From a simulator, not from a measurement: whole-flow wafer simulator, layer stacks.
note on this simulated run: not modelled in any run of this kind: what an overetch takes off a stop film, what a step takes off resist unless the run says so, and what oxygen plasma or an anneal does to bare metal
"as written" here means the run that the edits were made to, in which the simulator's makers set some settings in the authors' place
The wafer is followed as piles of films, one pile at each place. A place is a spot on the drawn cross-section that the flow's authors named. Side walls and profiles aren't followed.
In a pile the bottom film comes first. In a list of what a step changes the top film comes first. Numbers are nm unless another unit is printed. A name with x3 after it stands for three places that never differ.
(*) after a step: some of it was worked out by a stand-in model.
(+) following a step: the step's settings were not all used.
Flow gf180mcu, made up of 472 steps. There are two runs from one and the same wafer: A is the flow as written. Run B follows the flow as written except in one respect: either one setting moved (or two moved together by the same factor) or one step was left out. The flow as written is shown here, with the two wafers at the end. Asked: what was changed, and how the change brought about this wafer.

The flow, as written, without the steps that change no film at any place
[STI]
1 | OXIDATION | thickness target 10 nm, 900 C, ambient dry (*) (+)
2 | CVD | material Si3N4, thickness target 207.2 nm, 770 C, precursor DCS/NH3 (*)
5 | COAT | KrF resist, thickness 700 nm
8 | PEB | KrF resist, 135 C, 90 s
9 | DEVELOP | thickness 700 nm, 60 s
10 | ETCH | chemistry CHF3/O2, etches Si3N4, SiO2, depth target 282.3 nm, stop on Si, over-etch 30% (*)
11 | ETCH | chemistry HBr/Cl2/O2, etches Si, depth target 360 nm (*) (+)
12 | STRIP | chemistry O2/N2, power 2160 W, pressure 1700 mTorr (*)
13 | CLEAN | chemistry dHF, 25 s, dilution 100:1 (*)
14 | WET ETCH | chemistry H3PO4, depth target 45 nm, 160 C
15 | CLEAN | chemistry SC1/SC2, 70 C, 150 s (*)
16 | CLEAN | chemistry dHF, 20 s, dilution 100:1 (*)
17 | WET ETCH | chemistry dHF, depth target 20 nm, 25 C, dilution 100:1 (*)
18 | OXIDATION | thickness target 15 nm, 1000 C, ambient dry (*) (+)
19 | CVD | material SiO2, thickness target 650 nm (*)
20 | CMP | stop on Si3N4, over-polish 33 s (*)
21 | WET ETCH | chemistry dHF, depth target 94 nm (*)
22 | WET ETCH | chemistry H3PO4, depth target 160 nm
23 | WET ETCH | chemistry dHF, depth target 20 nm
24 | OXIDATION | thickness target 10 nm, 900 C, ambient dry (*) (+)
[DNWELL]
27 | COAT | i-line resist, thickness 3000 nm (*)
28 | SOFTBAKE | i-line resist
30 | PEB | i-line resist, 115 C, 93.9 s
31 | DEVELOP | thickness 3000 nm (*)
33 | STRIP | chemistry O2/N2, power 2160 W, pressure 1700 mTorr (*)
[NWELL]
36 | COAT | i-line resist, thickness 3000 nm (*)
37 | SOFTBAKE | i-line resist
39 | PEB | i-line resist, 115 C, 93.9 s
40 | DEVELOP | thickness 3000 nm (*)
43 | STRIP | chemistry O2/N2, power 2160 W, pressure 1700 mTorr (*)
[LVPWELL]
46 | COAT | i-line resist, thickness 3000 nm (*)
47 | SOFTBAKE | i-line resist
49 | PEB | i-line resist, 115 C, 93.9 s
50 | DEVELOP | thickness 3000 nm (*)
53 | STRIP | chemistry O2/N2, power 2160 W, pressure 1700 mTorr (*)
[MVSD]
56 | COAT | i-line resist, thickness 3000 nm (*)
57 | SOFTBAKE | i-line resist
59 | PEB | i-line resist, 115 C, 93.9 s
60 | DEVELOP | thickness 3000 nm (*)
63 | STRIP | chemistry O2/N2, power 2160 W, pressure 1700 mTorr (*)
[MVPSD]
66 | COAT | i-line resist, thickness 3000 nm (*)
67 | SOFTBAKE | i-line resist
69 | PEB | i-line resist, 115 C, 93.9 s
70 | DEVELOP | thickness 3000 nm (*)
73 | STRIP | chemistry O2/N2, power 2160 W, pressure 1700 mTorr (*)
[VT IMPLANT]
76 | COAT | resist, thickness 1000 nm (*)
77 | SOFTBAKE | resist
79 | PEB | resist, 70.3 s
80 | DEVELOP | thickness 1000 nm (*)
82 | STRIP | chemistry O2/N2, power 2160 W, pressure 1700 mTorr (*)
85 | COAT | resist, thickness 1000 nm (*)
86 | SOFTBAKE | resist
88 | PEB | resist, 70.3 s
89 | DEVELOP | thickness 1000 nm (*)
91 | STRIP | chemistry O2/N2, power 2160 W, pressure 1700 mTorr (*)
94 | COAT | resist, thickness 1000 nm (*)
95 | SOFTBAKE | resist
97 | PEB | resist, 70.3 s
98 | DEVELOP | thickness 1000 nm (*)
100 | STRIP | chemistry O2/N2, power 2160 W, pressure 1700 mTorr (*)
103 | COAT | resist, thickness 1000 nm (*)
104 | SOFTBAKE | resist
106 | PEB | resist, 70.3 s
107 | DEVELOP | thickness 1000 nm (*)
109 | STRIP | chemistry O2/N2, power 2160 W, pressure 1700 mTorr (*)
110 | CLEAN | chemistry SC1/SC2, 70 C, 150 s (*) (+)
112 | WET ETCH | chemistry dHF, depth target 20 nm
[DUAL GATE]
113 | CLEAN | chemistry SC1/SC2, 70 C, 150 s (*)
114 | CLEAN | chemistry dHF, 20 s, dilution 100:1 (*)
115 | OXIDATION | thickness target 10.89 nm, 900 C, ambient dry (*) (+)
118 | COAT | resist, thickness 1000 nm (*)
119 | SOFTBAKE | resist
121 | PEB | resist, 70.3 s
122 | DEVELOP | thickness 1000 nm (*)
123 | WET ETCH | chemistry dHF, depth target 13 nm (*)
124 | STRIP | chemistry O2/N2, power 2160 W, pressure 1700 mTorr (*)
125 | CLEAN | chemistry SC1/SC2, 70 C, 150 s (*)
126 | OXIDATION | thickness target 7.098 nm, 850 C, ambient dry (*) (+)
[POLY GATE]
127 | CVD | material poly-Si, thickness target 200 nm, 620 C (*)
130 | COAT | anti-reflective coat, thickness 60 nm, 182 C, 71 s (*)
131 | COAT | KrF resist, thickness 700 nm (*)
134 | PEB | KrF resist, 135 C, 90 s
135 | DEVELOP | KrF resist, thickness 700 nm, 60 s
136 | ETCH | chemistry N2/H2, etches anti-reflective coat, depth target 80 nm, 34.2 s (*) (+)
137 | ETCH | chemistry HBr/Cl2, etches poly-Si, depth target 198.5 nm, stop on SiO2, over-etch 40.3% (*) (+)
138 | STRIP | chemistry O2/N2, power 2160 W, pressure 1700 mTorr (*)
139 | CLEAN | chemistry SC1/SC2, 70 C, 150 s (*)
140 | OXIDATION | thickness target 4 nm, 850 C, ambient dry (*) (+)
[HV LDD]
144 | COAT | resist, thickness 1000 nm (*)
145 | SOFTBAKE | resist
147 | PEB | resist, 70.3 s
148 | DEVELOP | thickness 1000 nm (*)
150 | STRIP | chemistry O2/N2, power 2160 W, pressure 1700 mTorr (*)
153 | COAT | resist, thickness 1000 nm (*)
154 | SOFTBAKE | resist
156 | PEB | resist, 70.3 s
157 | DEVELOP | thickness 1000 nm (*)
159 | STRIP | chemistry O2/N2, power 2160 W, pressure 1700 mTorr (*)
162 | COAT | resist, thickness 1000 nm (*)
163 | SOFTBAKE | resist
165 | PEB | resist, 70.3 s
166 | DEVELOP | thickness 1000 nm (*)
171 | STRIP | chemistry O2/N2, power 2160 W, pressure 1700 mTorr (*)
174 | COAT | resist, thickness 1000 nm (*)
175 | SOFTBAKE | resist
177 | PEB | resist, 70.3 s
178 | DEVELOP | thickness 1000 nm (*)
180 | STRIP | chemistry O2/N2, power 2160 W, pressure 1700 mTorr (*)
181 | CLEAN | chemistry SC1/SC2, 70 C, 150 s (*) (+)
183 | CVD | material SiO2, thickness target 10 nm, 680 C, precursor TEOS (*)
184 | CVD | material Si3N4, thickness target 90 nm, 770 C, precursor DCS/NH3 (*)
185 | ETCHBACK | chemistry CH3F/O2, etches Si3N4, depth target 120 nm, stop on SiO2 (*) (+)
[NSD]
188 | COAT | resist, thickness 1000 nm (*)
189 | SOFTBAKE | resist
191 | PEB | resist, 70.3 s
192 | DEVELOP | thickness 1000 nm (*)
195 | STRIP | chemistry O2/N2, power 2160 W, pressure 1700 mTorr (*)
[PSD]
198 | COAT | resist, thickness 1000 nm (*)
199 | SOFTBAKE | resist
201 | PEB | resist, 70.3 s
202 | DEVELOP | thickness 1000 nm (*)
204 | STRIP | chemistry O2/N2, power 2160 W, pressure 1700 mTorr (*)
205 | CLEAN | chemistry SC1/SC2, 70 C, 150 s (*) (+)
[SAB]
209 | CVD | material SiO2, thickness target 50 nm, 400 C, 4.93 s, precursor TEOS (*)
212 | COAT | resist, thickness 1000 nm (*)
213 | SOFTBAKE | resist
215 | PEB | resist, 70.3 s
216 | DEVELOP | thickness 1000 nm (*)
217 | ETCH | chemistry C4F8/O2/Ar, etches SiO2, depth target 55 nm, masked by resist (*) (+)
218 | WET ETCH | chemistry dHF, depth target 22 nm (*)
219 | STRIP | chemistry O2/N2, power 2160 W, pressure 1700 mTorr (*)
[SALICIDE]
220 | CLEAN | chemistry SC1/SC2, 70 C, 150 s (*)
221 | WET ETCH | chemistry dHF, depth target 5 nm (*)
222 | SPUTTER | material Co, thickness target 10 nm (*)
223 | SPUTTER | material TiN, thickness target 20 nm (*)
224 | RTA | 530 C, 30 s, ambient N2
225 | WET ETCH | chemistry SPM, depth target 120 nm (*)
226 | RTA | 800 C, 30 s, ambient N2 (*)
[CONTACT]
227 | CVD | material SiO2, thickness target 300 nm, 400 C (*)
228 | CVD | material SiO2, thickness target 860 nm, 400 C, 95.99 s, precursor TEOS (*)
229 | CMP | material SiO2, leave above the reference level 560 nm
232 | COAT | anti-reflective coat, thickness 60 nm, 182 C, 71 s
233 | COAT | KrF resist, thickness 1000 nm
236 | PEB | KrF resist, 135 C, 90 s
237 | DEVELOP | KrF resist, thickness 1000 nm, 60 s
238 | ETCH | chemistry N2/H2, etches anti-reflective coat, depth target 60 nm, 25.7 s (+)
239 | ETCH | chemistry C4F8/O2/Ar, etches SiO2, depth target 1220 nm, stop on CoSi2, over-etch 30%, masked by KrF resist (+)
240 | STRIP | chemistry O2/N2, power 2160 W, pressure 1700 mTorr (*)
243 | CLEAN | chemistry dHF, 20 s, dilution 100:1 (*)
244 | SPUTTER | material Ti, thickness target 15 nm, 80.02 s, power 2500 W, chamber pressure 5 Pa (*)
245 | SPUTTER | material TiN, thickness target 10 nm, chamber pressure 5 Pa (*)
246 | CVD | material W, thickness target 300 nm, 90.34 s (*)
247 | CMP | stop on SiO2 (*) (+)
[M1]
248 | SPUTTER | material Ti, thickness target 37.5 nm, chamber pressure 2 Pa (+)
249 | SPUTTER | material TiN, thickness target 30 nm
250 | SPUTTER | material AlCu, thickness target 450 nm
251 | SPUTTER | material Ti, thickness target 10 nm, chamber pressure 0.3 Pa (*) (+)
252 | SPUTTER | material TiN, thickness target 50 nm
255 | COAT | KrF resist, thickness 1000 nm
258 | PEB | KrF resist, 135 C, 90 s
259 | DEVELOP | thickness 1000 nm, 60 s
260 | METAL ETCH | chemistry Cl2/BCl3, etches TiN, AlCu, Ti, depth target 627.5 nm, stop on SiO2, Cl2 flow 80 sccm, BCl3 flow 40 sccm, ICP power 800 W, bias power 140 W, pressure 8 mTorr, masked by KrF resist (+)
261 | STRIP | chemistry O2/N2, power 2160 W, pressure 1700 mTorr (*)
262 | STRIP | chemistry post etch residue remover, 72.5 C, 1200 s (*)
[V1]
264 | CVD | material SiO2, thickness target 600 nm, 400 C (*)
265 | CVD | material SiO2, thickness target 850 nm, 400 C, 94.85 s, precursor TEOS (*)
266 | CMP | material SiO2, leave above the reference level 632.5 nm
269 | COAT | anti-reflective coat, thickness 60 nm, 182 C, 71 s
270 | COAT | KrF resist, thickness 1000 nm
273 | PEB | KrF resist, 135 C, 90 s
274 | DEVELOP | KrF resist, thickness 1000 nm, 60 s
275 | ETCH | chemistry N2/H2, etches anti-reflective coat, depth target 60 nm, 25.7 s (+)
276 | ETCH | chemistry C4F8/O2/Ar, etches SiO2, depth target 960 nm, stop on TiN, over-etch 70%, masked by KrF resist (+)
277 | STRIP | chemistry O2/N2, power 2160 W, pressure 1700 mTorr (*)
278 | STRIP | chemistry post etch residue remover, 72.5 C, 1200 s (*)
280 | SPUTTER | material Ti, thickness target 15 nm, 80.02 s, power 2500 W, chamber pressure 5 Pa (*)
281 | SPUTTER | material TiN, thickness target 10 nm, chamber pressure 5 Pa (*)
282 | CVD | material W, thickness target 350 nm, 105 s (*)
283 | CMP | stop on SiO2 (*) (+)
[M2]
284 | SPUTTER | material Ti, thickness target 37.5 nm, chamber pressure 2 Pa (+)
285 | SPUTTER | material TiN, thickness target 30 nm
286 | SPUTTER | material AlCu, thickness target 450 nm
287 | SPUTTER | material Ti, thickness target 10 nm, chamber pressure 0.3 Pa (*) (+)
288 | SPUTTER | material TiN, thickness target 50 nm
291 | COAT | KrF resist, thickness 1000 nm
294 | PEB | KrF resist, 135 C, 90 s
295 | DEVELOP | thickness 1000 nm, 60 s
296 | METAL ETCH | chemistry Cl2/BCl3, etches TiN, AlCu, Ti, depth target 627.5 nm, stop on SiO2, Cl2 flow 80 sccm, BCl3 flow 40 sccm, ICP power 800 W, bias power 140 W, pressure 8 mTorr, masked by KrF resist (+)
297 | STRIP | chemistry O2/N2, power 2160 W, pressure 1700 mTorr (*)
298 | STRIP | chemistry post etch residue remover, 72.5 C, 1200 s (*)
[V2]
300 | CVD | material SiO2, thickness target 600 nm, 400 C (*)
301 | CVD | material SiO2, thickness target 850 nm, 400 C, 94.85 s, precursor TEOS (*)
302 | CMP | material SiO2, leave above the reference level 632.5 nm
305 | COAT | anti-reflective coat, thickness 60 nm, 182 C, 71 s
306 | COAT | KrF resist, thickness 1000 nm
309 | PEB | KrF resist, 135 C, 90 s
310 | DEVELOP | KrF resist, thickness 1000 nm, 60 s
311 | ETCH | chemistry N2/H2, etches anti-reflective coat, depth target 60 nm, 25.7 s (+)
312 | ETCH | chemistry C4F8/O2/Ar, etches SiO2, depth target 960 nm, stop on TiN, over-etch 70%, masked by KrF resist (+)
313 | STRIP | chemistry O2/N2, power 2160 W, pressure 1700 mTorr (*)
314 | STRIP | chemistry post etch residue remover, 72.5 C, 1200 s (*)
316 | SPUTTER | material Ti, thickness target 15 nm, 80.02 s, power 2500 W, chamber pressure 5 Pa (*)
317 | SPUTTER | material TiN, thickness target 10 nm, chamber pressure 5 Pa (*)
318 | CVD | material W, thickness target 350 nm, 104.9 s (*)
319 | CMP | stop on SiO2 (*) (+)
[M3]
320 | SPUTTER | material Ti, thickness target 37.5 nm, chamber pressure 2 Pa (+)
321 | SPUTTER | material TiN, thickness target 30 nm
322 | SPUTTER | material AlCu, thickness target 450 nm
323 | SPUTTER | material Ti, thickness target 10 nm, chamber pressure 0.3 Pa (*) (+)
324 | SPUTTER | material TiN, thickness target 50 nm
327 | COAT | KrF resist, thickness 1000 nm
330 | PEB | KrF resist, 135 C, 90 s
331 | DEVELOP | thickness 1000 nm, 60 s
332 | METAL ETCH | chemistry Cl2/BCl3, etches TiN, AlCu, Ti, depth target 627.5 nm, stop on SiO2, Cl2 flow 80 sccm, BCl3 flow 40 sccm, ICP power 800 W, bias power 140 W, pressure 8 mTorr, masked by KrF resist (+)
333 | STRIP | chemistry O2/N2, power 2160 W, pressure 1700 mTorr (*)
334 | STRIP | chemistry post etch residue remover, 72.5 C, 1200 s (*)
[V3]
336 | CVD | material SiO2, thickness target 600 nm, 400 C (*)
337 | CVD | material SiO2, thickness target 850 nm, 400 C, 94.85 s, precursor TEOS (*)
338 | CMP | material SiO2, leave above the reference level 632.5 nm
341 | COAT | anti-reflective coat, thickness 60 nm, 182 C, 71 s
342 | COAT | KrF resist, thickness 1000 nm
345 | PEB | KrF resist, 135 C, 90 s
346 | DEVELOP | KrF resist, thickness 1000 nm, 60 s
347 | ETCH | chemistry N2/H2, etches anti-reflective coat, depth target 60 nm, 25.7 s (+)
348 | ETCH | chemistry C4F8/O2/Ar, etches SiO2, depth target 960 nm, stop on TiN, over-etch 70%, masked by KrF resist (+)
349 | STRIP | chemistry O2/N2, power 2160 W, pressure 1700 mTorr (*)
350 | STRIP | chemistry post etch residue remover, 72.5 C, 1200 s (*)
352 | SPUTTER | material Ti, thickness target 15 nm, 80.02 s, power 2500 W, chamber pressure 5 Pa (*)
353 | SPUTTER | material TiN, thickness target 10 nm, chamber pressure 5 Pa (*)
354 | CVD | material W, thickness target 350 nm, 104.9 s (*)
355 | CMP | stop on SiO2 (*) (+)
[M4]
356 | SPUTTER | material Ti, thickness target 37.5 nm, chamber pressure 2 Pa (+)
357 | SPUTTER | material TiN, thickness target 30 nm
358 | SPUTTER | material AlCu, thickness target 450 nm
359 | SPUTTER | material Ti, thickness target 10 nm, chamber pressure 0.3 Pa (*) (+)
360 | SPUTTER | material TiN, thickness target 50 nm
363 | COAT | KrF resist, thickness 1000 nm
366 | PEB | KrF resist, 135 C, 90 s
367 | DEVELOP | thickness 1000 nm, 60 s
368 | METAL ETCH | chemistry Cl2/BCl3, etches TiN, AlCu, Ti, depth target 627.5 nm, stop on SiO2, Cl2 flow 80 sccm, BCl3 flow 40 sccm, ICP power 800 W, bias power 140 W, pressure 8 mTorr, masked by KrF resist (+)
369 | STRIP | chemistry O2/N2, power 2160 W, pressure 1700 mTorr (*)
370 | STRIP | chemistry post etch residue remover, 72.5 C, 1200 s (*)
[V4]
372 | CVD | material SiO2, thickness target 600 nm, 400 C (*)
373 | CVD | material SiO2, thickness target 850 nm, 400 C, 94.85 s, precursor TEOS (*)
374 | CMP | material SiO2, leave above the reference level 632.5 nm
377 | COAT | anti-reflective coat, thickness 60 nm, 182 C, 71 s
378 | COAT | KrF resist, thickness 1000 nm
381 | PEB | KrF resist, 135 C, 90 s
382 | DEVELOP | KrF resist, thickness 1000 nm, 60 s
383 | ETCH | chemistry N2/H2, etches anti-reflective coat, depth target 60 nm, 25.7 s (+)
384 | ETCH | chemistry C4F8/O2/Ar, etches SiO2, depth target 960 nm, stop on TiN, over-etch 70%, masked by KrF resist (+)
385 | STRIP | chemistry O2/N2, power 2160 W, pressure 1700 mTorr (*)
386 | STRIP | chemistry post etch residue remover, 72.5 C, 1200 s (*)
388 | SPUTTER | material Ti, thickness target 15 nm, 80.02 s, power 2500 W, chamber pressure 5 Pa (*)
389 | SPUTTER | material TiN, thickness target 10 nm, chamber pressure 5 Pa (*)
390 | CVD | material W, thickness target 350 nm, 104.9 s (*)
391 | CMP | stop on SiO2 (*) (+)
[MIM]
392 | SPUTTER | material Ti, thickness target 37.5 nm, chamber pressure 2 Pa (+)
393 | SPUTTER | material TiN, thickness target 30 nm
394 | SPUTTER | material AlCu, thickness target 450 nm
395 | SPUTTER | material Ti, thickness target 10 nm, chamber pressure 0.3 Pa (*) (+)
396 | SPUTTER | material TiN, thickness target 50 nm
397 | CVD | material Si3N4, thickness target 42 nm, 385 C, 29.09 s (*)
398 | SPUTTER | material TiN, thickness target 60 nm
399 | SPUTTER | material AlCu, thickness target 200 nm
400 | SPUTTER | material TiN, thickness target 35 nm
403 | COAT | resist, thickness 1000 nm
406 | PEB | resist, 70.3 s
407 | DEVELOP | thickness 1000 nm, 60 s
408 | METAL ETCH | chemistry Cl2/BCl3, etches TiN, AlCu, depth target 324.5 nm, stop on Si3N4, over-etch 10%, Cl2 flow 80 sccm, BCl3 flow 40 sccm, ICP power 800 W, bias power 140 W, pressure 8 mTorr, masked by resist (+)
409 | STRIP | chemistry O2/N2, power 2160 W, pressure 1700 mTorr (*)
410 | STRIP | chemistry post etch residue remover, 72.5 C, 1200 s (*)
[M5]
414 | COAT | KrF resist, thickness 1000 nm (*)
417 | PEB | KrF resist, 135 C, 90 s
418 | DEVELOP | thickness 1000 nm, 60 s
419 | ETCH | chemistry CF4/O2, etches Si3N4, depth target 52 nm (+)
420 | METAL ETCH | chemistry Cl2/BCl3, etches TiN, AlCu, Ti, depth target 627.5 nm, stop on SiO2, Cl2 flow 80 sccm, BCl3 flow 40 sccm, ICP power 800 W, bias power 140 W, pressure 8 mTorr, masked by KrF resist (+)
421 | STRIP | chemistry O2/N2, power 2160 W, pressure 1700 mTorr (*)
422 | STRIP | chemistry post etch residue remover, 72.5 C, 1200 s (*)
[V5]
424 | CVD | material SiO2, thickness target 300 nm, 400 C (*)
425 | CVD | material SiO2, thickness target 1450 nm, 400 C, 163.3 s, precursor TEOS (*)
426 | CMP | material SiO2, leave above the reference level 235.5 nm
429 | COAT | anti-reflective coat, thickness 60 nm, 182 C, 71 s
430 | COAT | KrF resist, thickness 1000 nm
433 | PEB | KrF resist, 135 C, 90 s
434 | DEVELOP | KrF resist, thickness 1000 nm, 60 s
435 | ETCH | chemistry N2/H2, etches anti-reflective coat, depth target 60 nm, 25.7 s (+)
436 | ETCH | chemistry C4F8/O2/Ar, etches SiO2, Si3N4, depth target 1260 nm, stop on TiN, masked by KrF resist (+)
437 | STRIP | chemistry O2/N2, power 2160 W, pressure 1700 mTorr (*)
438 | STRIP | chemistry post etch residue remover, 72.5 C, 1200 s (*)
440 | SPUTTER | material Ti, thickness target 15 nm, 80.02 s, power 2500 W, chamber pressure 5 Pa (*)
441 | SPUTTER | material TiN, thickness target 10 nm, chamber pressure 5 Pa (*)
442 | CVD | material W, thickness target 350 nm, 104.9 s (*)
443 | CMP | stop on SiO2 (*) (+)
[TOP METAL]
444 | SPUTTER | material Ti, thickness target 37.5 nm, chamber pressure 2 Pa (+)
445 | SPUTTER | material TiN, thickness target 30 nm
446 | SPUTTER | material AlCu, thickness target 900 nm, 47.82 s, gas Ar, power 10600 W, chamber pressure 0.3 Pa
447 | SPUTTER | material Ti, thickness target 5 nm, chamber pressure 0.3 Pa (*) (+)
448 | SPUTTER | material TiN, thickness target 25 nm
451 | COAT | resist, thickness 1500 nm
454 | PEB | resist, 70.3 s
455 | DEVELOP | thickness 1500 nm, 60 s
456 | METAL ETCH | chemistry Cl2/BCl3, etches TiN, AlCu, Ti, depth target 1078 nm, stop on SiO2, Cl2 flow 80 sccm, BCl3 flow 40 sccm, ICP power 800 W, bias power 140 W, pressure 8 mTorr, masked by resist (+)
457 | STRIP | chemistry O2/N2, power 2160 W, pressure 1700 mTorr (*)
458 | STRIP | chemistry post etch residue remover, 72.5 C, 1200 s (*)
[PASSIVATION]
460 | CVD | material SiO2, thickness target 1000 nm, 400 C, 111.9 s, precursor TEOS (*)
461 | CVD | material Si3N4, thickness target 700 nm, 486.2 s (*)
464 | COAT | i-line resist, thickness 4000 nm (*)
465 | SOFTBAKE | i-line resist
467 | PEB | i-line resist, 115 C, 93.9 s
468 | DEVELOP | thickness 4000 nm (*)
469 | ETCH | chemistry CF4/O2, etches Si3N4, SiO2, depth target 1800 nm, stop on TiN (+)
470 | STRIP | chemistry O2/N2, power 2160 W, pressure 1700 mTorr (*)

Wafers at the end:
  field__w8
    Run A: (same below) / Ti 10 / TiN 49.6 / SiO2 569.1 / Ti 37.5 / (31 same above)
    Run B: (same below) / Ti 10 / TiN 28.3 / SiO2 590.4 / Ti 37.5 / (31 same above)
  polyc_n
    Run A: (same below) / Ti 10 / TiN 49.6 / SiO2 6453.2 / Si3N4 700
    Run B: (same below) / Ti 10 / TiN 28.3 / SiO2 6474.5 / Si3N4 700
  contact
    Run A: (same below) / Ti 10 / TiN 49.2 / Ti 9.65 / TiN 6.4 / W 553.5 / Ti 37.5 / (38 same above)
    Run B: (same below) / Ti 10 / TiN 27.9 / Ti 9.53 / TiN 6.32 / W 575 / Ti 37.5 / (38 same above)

The reason: step 252, SPUTTER: thickness target 28.7 nm was run, whereas the flow has thickness target 50 nm.

The path from the change to this, step by step:
  252 | SPUTTER | material TiN, thickness target 50 nm
      field, field__w1, field__w2 and 108 more: A TiN gains 50 (new film) | B TiN gains 28.7 (new film)
  260 | METAL ETCH | chemistry Cl2/BCl3, etches TiN, AlCu, Ti, depth target 627.5 nm, stop on SiO2, Cl2 flow 80 sccm, BCl3 flow 40 sccm, ICP power 800 W, bias power 140 W, pressure 8 mTorr, masked by KrF resist (+)
      field, field__w1, field__w2 and 99 more: A TiN loses 50 (all of it), Ti loses 10 (all of it), AlCu loses 450 (all of it), TiN loses 30 (all of it), Ti loses 37.5 (all of it) | B TiN loses 28.7 (all of it), Ti loses 10 (all of it), AlCu loses 450 (all of it), TiN loses 30 (all of it), Ti loses 37.5 (all of it)
  266 | CMP | material SiO2, leave above the reference level 632.5 nm
      field__w8, contact, m1 and 6 more: A SiO2 loses 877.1 | B SiO2 loses 855.8
  276 | ETCH | chemistry C4F8/O2/Ar, etches SiO2, depth target 960 nm, stop on TiN, over-etch 70%, masked by KrF resist (+)
      contact: A SiO2 loses 572.5 (all of it) | B SiO2 loses 593.8 (all of it)
  282 | CVD | material W, thickness target 350 nm, 105 s (*)
      contact: A W gains 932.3 (new film) | B W gains 953.8 (new film)
